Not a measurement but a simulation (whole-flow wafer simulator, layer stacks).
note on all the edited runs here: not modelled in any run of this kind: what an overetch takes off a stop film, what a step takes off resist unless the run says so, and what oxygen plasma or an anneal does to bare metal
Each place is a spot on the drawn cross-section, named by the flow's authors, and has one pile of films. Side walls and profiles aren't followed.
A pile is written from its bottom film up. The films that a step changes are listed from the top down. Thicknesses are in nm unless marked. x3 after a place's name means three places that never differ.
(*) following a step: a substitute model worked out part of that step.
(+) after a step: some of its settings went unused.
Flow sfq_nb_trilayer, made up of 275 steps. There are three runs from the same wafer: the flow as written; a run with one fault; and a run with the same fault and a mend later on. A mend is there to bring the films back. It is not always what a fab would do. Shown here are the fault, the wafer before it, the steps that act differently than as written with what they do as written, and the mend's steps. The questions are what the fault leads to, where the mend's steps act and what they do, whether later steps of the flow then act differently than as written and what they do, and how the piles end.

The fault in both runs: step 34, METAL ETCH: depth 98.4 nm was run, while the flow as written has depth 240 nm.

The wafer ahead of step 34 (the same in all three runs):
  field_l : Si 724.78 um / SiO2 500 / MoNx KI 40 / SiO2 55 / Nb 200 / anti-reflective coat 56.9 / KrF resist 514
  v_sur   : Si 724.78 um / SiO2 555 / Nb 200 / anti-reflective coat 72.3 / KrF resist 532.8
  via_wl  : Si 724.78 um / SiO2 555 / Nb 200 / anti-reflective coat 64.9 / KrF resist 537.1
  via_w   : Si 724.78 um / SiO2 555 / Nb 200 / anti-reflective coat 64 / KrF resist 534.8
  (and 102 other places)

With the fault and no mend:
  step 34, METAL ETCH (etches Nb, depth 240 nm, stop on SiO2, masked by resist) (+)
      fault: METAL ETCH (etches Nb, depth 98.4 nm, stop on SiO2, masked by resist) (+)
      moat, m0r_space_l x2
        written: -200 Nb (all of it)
        fault: -98.4 Nb
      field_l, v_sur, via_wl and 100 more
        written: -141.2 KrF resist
        fault: -57.9 KrF resist
  Steps later in the flow that act otherwise than as written:
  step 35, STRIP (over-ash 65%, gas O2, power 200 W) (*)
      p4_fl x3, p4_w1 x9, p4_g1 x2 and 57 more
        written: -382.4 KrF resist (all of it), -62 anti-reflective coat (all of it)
        fault: -465.7 KrF resist (all of it), -62 anti-reflective coat (all of it)
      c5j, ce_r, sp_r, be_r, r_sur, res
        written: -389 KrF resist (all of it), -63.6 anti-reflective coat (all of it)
        fault: -472.3 KrF resist (all of it), -63.6 anti-reflective coat (all of it)
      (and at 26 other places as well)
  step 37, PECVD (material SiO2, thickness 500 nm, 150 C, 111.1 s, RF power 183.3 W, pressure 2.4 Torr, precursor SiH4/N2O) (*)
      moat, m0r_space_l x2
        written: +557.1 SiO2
        fault: +500 SiO2 (new film)
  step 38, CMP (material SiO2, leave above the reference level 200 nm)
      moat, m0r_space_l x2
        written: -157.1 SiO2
        fault: -201.6 SiO2
  At moat, m0r_space_l x2, the piles at the end differ from the flow's by more than 2% or 0.5 nm, whichever is larger.
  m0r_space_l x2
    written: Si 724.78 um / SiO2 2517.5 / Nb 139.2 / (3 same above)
    fault: Si 724.78 um / SiO2 555 / Nb 101.6 / SiO2 1860.9 / Nb 139.2 / (3 same above)
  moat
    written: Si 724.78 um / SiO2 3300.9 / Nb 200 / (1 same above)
    fault: Si 724.78 um / SiO2 555 / Nb 101.6 / SiO2 2644.3 / Nb 200 / (1 same above)

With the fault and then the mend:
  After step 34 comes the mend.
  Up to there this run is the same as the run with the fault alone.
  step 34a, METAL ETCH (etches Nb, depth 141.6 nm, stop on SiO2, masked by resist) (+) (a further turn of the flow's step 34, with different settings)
      field_l, v_sur, via_wl and 100 more
        -83.3 KrF resist
      moat, m0r_space_l x2
        -101.6 Nb (all of it)
  Later steps of the flow that are run all act as written at every place that is followed.
  By the end, the piles equal the flow's at every place that both follow.
